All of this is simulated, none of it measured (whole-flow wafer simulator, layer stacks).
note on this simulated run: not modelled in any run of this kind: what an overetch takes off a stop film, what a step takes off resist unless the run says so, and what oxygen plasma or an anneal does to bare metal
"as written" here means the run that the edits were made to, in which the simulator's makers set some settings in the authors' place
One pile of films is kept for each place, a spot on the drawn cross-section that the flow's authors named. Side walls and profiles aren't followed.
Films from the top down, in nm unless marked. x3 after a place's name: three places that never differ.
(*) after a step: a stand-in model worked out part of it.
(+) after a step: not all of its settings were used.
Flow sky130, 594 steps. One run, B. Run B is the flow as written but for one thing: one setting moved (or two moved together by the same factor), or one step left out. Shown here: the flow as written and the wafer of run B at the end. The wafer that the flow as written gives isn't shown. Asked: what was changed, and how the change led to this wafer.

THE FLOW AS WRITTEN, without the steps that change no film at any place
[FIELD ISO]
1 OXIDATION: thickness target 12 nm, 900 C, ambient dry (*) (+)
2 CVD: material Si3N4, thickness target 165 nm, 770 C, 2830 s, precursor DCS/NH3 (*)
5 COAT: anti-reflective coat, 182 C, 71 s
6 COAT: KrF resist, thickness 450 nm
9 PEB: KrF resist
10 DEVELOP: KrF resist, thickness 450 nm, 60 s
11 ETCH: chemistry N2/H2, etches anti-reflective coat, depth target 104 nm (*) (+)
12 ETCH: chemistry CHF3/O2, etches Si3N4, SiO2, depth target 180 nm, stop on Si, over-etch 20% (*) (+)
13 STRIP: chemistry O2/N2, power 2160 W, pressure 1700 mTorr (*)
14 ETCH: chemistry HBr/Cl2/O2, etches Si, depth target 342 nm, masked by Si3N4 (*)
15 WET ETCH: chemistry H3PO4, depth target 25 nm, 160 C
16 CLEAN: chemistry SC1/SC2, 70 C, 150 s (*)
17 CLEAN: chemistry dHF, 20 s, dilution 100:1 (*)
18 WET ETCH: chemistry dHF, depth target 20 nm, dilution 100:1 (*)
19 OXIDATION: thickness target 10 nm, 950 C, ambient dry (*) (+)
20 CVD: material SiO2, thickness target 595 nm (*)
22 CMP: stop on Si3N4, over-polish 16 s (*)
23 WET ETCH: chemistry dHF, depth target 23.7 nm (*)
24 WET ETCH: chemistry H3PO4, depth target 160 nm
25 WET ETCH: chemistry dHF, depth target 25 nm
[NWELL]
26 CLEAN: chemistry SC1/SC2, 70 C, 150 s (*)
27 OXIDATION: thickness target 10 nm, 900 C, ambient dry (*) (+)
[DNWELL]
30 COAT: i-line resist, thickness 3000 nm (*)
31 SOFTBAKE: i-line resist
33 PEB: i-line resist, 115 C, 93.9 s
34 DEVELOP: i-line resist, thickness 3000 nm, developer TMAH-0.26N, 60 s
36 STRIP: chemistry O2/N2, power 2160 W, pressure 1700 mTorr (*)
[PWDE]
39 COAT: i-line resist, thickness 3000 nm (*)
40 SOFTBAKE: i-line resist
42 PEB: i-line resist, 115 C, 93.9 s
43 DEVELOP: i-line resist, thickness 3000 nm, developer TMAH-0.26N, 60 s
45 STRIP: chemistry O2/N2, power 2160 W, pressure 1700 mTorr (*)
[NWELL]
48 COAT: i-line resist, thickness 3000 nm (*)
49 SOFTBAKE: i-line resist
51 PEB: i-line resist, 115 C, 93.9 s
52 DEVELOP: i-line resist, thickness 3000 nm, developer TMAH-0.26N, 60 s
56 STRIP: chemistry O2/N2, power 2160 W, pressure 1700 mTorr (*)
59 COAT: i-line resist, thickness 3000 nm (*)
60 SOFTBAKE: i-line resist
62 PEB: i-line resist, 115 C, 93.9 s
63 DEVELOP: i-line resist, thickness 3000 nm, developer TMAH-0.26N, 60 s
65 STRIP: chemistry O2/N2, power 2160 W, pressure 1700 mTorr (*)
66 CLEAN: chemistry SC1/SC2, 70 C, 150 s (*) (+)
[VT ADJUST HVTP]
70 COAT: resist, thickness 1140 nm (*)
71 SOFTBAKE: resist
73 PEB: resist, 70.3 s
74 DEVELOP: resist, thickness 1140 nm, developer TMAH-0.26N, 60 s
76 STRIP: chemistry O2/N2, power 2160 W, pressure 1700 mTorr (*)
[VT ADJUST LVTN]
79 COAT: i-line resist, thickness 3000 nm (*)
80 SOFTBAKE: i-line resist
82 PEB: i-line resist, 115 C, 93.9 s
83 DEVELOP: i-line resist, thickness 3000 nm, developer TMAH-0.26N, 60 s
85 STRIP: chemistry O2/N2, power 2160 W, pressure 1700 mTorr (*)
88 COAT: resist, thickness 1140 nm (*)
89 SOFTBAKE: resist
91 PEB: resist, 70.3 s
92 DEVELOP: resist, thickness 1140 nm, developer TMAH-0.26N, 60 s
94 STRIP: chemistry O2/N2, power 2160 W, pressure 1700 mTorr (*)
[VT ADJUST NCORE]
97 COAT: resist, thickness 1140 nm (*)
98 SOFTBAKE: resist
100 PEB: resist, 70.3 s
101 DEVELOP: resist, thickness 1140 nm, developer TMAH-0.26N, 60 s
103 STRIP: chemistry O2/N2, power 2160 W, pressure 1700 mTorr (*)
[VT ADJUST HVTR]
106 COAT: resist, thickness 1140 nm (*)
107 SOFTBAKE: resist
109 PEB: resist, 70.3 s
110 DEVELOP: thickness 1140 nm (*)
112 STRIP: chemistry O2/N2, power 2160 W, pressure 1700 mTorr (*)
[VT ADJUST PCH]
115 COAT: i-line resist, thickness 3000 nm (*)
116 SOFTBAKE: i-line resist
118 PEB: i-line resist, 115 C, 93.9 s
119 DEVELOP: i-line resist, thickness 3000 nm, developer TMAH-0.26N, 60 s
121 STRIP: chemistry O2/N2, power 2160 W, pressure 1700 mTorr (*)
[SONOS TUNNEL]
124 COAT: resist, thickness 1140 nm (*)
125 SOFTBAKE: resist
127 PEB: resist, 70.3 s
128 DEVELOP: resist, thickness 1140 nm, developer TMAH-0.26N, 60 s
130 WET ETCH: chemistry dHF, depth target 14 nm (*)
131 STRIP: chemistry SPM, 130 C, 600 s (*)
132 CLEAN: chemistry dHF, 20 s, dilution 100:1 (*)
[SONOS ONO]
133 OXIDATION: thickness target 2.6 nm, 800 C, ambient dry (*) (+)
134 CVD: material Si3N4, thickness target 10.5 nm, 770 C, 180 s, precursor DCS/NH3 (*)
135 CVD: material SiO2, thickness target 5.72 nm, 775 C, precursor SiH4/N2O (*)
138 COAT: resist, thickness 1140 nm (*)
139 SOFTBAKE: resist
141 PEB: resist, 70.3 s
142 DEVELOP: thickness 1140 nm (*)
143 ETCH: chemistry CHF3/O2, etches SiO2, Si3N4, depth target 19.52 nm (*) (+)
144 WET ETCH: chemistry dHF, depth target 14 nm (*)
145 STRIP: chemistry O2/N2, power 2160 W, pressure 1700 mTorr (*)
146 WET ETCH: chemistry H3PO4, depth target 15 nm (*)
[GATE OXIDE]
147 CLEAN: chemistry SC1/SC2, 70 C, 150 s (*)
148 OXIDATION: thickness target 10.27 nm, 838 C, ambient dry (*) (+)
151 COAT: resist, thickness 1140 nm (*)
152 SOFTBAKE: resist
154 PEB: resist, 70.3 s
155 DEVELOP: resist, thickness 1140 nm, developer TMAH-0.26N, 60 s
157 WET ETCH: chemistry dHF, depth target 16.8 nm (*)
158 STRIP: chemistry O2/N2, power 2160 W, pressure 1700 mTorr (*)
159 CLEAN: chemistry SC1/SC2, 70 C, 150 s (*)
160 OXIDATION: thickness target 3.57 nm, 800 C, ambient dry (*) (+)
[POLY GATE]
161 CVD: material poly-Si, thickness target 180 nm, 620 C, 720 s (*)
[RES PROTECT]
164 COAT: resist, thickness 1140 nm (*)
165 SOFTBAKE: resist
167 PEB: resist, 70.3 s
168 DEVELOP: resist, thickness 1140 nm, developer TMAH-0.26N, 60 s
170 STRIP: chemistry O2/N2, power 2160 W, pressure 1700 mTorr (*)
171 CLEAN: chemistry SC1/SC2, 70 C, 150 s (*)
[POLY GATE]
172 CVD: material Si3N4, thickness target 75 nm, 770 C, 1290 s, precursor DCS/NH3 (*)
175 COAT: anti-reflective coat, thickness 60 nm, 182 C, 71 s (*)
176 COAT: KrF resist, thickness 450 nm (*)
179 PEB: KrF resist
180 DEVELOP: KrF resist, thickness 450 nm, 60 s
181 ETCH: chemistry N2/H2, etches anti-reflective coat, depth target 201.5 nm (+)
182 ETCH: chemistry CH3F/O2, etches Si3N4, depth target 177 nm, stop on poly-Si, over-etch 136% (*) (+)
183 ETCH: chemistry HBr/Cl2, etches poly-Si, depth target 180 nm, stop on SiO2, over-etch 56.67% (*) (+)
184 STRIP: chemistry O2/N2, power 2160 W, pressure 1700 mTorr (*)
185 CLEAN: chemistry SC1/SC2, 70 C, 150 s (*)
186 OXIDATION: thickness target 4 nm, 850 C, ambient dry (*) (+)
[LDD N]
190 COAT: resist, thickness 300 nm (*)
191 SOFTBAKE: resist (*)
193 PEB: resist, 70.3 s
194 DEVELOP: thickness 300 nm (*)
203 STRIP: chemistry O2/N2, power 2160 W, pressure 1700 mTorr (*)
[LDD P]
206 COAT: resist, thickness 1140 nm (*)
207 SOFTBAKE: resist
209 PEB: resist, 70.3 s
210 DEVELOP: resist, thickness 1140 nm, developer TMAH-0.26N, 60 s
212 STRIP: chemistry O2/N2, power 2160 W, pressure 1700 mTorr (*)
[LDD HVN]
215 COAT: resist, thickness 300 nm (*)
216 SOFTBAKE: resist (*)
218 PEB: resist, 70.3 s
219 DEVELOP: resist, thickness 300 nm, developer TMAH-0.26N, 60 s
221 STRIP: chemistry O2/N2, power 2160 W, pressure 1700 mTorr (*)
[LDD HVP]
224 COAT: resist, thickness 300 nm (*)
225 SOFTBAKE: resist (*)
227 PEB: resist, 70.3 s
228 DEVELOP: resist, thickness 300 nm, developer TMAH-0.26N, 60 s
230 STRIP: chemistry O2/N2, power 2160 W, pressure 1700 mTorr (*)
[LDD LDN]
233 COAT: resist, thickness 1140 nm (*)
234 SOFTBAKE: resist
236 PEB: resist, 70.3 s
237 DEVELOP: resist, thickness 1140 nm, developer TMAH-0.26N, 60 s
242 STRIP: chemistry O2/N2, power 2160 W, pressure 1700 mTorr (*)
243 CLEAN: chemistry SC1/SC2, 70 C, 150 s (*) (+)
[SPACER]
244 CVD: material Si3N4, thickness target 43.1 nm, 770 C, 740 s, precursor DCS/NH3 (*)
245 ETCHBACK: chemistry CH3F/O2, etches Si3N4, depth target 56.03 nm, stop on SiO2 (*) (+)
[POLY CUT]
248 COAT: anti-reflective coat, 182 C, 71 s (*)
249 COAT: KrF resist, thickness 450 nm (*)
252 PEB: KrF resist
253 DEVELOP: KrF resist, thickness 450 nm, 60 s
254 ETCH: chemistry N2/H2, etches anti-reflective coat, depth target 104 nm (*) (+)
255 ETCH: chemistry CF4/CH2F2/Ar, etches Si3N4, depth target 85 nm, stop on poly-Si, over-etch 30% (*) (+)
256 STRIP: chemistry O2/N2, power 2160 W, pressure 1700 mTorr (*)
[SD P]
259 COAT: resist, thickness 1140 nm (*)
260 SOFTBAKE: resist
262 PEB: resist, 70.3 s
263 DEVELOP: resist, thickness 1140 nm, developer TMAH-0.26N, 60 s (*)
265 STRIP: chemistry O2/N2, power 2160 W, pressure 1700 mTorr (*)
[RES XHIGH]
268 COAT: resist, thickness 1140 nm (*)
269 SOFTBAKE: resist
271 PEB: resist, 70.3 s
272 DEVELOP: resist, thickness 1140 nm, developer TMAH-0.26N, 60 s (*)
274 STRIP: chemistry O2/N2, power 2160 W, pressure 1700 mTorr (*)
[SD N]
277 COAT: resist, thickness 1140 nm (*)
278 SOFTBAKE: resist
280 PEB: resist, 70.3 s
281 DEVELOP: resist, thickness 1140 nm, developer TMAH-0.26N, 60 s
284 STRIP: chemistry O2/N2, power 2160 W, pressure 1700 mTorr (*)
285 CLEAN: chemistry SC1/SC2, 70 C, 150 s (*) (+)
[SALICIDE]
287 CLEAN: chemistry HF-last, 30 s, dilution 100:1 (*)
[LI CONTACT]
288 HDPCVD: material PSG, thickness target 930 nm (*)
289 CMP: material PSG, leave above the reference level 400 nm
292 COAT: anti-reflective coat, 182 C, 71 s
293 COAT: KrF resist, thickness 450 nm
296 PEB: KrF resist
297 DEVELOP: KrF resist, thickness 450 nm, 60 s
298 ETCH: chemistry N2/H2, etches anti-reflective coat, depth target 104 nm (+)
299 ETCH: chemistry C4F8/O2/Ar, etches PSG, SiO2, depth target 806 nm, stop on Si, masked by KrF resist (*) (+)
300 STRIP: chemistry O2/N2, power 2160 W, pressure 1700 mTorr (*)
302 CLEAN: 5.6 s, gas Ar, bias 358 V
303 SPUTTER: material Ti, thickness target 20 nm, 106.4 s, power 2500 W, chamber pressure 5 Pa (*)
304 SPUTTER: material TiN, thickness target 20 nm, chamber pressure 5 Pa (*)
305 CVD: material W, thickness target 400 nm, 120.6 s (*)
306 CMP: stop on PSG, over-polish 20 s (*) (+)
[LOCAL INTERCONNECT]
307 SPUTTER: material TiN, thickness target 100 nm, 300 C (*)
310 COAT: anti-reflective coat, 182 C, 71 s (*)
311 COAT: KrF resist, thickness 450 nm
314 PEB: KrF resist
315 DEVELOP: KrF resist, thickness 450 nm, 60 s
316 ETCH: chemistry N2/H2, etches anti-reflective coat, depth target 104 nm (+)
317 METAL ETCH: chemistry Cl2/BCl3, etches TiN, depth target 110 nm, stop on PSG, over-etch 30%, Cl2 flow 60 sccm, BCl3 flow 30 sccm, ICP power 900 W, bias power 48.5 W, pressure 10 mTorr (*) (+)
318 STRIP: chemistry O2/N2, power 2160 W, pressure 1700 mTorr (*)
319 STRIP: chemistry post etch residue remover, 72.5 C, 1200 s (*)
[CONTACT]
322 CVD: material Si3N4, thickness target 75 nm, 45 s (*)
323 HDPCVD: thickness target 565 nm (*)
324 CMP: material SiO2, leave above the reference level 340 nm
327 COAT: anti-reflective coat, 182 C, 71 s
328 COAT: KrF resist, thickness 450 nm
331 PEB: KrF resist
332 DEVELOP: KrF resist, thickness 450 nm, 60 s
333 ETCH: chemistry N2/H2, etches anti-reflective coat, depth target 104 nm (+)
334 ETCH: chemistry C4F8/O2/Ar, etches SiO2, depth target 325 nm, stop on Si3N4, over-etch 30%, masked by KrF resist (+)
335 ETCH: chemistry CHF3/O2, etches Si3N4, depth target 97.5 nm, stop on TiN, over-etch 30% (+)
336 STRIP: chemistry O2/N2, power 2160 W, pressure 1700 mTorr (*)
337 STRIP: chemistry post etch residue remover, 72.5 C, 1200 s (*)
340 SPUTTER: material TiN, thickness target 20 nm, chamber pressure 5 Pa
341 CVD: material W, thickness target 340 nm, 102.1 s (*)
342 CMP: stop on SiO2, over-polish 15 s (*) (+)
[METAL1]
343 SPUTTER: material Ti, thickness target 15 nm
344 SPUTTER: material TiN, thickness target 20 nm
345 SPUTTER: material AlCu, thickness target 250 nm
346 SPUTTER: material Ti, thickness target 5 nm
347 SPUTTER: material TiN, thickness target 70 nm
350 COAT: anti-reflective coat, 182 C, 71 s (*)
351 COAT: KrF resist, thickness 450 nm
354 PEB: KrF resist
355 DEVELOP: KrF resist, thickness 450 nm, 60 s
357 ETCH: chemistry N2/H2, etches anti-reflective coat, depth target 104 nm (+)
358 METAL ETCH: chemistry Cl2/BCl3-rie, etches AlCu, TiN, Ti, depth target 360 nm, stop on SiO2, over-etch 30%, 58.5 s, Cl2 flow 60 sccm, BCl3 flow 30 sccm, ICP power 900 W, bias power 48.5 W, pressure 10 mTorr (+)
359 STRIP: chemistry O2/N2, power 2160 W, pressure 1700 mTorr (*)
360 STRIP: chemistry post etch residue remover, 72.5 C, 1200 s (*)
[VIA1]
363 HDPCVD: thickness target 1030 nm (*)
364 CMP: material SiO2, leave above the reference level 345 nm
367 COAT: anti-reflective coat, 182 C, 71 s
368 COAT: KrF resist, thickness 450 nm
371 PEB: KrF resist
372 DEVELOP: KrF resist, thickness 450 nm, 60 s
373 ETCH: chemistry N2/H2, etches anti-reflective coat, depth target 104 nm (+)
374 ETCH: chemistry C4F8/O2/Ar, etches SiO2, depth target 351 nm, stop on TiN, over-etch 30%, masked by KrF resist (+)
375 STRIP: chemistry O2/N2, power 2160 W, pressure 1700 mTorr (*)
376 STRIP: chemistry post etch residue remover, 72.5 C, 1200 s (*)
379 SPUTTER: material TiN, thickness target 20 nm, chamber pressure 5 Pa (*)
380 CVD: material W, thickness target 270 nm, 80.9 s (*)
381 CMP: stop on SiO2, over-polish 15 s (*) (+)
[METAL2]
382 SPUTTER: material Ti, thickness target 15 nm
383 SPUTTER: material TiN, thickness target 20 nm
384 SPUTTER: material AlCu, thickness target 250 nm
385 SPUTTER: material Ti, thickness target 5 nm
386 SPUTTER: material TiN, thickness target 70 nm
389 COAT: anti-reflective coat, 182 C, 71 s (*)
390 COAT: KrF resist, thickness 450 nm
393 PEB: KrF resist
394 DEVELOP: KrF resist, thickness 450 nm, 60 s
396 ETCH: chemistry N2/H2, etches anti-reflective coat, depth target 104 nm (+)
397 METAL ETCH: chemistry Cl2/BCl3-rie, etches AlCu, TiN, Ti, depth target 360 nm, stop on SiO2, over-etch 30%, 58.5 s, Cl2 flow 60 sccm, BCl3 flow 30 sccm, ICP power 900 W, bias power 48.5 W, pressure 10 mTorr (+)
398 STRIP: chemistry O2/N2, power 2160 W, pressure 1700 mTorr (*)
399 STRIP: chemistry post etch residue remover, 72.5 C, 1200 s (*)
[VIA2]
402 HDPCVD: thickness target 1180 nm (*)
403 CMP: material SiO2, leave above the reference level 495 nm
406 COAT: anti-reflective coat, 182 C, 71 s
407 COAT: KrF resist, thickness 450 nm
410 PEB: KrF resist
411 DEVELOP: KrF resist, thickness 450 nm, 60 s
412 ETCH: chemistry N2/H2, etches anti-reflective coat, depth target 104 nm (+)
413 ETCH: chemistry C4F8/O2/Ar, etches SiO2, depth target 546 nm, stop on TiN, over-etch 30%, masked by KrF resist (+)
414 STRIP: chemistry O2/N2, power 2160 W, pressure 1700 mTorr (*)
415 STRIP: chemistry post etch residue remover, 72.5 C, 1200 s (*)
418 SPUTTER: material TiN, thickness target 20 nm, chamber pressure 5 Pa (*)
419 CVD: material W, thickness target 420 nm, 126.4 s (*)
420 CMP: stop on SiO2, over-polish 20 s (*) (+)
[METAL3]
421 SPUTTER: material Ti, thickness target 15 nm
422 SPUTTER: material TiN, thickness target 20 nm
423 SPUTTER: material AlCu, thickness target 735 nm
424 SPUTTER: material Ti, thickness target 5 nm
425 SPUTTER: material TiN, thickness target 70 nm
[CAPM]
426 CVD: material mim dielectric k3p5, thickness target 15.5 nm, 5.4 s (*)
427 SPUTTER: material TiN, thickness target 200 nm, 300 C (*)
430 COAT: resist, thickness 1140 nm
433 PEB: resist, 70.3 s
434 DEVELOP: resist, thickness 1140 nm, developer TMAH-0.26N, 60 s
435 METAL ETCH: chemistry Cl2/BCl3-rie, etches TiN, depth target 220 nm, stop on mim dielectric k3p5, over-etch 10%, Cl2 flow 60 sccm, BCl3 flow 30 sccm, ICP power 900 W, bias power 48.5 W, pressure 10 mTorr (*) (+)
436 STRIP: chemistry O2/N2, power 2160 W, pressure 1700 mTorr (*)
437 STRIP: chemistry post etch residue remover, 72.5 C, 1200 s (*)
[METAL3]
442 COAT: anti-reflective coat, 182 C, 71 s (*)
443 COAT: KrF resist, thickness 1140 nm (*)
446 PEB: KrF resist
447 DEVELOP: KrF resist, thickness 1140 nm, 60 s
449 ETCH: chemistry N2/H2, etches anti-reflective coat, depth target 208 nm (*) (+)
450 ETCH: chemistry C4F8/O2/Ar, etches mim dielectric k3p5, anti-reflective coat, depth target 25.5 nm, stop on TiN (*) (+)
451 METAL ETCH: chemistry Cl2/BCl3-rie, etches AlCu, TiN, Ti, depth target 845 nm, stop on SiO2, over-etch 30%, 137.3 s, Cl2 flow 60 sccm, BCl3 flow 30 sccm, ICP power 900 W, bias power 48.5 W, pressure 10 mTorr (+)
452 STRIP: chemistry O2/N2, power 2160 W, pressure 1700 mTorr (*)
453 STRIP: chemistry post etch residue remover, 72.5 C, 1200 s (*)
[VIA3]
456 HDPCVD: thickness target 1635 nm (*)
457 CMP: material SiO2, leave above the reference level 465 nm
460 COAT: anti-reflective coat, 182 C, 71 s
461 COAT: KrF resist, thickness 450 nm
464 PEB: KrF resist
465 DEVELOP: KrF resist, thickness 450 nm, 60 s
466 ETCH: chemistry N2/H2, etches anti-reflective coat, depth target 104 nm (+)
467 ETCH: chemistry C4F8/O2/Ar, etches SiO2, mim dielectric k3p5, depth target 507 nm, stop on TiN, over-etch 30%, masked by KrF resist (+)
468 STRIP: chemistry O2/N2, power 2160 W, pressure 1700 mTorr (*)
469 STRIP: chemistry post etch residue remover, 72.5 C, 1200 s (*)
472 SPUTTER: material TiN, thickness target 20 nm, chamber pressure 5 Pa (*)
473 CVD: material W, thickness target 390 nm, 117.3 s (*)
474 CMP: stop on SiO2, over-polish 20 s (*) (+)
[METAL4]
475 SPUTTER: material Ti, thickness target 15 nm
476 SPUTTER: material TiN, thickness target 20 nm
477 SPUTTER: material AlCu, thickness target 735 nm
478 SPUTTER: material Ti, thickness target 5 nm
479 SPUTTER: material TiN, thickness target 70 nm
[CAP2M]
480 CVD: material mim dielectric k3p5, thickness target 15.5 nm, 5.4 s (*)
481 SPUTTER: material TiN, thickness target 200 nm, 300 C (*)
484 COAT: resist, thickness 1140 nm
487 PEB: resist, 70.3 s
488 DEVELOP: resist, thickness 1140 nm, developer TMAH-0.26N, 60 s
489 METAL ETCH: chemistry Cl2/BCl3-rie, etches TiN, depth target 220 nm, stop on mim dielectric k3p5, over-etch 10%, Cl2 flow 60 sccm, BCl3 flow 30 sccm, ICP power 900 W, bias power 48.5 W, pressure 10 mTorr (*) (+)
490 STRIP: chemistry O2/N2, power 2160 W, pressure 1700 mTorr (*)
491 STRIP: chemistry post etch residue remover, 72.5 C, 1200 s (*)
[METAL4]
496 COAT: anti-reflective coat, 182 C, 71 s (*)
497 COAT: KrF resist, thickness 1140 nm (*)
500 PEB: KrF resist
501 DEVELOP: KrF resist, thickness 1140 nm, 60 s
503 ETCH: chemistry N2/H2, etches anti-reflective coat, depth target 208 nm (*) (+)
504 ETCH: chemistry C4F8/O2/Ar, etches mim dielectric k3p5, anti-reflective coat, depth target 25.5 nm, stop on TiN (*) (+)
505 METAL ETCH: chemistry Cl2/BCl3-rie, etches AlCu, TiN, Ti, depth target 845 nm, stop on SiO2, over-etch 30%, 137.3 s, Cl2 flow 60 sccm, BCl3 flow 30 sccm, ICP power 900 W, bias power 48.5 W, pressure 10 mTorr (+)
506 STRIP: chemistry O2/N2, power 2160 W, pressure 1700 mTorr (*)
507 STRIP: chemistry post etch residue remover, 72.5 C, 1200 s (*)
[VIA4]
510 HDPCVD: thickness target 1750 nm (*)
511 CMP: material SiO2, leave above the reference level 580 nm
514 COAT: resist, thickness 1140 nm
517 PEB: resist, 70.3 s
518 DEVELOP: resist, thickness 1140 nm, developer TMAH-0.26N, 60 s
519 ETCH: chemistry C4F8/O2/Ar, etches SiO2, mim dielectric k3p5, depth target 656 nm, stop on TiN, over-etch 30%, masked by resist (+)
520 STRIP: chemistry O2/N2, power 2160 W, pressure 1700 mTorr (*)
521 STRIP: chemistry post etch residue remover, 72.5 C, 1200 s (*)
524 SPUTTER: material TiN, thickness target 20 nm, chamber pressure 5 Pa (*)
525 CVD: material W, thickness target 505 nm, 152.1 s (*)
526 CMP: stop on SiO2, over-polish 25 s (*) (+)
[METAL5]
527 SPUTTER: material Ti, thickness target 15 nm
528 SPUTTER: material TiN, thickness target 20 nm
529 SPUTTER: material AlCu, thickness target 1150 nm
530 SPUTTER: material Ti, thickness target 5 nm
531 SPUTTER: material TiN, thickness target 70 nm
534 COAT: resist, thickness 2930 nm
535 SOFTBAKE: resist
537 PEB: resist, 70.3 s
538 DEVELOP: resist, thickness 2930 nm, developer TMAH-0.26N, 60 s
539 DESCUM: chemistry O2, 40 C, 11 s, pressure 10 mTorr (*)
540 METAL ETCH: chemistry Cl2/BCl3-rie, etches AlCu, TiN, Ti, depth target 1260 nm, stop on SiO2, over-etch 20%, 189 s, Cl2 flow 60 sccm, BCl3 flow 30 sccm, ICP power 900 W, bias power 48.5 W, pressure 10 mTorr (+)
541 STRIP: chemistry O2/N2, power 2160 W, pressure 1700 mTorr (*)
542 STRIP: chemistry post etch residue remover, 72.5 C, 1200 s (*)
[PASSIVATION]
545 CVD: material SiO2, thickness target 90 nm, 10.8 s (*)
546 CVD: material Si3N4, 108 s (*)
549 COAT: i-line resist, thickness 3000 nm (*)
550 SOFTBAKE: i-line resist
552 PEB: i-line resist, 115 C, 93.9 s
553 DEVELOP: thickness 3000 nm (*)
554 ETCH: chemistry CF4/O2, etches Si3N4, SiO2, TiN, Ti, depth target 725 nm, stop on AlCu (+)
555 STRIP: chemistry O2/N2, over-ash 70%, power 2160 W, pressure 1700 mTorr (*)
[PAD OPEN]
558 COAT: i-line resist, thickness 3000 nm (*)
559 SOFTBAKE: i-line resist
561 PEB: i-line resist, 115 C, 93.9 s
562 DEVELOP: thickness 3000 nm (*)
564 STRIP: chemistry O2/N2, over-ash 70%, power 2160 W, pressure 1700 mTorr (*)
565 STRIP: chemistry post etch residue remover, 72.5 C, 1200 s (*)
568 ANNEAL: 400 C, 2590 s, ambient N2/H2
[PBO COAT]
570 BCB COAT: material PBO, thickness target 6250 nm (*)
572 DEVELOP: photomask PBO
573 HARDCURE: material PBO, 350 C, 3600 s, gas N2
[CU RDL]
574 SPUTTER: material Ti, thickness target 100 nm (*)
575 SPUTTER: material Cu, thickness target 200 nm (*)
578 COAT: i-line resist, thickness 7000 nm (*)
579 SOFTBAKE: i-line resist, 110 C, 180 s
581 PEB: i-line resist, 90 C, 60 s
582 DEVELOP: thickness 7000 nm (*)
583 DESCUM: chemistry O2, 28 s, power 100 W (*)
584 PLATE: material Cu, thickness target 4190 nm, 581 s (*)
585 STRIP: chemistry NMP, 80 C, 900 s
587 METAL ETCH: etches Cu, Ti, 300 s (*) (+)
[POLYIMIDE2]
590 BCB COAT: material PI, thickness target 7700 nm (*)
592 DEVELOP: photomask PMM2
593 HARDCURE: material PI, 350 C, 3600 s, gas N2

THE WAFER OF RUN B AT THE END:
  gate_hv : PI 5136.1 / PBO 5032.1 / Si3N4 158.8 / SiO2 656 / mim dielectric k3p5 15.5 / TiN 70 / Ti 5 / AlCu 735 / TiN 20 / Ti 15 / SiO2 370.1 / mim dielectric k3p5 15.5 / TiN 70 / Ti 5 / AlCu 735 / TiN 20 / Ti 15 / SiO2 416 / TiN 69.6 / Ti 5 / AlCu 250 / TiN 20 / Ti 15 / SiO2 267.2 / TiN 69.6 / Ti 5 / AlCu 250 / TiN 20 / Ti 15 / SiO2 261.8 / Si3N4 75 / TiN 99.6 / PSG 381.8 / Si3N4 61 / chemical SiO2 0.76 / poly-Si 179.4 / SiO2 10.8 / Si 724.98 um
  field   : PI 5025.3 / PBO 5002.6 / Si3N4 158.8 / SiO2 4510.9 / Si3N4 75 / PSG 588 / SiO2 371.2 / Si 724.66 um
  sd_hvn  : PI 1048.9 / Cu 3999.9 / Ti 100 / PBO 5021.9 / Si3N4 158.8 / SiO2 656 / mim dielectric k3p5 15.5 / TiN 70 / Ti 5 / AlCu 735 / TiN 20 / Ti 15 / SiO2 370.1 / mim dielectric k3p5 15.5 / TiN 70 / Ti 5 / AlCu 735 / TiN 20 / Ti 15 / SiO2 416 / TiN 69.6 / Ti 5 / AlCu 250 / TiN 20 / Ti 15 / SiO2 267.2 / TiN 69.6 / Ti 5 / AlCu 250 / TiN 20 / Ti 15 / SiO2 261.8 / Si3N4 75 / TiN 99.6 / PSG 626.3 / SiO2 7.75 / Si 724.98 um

The cause: step 511, CMP: leave above the reference level 652 nm was run, where the flow has leave above the reference level 580 nm.

How the change led to this, step by step:
  511 CMP: material SiO2, leave above the reference level 580 nm
      n_well, p_well, gate_hv and 99 more: SiO2 -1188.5 (as written it would be: SiO2 -1260.5)
      field, active, gate and 77 more: SiO2 -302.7 (as written it would be: SiO2 -374.7)
      (and at 11 more places)
  519 ETCH: chemistry C4F8/O2/Ar, etches SiO2, mim dielectric k3p5, depth target 656 nm, stop on TiN, over-etch 30%, masked by resist (+)
      m1: SiO2 -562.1 (all of it), mim dielectric k3p5 -15.5 (all of it) (as written it would be: SiO2 -490.1 (all of it), mim dielectric k3p5 -15.5 (all of it))
      via4_hole: SiO2 -561.5 (all of it), mim dielectric k3p5 -15.5 (all of it) (as written it would be: SiO2 -489.5 (all of it), mim dielectric k3p5 -15.5 (all of it))
  525 CVD: material W, thickness target 505 nm, 152.1 s (*)
      m1: W +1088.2 (new film) (as written it would be: W +1015.8 (new film))
      via4_hole: W +1087.6 (new film) (as written it would be: W +1015.2 (new film))
